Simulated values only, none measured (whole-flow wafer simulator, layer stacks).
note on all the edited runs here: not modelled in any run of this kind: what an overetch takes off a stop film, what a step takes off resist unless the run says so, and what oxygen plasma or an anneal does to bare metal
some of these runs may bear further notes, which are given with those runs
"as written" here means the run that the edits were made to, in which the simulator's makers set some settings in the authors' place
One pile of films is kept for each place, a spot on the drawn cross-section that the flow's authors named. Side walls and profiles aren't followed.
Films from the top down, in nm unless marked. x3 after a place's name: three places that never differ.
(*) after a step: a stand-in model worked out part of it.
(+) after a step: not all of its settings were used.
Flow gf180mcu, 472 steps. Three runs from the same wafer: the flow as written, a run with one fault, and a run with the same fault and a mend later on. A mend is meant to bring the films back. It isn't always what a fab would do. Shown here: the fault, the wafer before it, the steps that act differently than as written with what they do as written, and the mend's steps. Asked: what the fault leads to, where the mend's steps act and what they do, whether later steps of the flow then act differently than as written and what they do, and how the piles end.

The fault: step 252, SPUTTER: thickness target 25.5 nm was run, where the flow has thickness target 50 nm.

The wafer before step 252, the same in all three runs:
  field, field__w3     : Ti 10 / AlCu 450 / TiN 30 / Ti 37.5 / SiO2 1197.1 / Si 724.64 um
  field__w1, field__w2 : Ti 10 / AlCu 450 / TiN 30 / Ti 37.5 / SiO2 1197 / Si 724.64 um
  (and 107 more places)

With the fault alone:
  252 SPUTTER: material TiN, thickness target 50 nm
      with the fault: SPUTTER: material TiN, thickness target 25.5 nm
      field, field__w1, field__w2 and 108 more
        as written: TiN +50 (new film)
        with the fault: TiN +25.5 (new film)
  Later steps of the flow that act differently than as written (2 more steps differ only slightly, by at most 2% or 0.5 nm, whichever is larger, and aren't shown):
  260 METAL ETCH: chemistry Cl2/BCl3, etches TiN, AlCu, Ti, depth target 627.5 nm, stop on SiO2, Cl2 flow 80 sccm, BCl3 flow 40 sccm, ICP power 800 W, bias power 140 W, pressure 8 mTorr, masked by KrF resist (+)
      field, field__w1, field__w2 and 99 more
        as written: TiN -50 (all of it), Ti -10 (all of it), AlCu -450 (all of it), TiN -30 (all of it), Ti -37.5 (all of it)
        with the fault: TiN -25.5 (all of it), Ti -10 (all of it), AlCu -450 (all of it), TiN -30 (all of it), Ti -37.5 (all of it)
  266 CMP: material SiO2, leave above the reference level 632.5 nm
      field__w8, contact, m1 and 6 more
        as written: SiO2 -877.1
        with the fault: SiO2 -852.6
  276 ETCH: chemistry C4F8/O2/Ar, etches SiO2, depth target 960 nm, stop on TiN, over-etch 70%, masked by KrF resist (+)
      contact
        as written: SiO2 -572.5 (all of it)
        with the fault: SiO2 -597 (all of it)
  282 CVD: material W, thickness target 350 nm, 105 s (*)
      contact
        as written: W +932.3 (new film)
        with the fault: W +957 (new film)
  At the end the piles differ from the flow's by more than 2% or 0.5 nm, whichever is larger, at field__w8, contact, m1 and 6 more.
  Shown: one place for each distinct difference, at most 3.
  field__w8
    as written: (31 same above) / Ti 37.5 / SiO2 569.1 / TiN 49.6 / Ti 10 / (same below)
    with the fault: (31 same above) / Ti 37.5 / SiO2 593.6 / TiN 25.1 / Ti 10 / (same below)
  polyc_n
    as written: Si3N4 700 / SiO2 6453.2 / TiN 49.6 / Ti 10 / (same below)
    with the fault: Si3N4 700 / SiO2 6477.7 / TiN 25.1 / Ti 10 / (same below)
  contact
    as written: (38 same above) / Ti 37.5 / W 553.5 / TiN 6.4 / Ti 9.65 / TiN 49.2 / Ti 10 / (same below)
    with the fault: (38 same above) / Ti 37.5 / W 578.2 / TiN 6.31 / Ti 9.52 / TiN 24.7 / Ti 10 / (same below)

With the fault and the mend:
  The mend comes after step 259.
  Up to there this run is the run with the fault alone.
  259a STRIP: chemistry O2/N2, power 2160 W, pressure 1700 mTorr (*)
      field__w8, contact, m1 and 6 more
        KrF resist -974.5 (all of it)
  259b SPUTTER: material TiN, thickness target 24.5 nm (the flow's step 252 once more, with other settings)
      field, field__w1, field__w2 and 108 more
        TiN +24.5
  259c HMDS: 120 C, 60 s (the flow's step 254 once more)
      changes no film at any place that is followed
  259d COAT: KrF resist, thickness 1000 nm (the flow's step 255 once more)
      field, field__w1, field__w2 and 108 more
        KrF resist +1000 (new film)
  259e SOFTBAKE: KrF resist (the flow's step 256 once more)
      changes no film at any place that is followed
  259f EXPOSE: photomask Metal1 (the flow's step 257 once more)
      changes no film at any place that is followed
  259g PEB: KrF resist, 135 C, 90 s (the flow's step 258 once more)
      field, field__w1, field__w2 and 108 more
        KrF resist -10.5
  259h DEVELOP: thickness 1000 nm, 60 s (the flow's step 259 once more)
      field, field__w1, field__w2 and 99 more
        KrF resist -989.5 (all of it)
      field__w8, contact, m1 and 6 more
        KrF resist -14.9
  No later step of the flow acts differently than as written at any place that is followed.
  At the end the piles are the same as the flow's at every place that both follow.
